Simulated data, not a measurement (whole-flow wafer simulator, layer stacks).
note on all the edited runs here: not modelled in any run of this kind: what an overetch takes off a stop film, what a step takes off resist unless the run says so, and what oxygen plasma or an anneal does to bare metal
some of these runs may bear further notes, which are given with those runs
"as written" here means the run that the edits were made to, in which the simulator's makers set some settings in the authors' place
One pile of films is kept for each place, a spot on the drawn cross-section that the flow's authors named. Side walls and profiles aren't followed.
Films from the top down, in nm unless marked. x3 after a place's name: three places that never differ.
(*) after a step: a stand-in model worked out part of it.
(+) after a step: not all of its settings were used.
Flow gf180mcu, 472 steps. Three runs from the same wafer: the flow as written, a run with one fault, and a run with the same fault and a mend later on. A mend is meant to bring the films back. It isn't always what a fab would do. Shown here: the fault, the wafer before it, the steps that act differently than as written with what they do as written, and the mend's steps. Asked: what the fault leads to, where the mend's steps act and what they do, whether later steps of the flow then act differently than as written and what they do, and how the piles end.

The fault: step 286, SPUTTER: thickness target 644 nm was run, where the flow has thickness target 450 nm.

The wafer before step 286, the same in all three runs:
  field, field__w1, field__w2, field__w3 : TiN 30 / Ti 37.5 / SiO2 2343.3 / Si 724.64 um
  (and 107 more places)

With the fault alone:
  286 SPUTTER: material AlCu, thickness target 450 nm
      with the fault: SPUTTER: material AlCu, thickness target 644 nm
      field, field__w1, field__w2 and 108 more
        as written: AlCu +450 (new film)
        with the fault: AlCu +644 (new film)
  Later steps of the flow that act differently than as written:
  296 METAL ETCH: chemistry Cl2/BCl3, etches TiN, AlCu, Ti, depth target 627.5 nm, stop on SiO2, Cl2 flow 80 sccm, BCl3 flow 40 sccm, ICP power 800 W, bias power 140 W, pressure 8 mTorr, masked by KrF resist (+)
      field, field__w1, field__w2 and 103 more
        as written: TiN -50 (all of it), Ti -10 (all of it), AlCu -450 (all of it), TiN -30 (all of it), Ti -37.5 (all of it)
        with the fault: TiN -50 (all of it), Ti -10 (all of it), AlCu -567.5
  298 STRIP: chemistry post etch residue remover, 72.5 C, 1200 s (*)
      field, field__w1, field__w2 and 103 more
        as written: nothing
        with the fault: AlCu -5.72
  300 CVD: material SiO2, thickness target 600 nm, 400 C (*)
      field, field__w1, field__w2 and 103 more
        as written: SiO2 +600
        with the fault: SiO2 +600 (new film)
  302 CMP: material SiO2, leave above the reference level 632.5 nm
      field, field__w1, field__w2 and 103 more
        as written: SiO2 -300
        with the fault: SiO2 -244.3
  At the end the piles differ from the flow's by more than 2% or 0.5 nm, whichever is larger, at field, field__w1, field__w2 and 109 more.
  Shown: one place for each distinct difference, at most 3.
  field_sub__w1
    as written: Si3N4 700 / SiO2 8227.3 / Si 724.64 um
    with the fault: Si3N4 700 / SiO2 5939.7 / AlCu 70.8 / TiN 30 / Ti 37.5 / SiO2 2343.2 / Si 724.64 um
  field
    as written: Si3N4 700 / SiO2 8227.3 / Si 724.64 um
    with the fault: Si3N4 700 / SiO2 5939.7 / AlCu 70.8 / TiN 30 / Ti 37.5 / SiO2 2343.3 / Si 724.64 um
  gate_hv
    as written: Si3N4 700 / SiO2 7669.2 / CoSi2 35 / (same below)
    with the fault: Si3N4 700 / SiO2 5939.7 / AlCu 70.8 / TiN 30 / Ti 37.5 / SiO2 1785.1 / CoSi2 35 / (same below)

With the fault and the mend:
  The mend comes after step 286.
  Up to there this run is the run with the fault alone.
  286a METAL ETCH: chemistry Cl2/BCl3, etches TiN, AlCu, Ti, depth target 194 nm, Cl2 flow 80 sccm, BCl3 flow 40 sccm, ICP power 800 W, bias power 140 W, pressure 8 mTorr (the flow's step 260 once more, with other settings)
      field, field__w1, field__w2 and 108 more
        AlCu -194
  No later step of the flow acts differently than as written at any place that is followed.
  At the end the piles are the same as the flow's at every place that both follow.
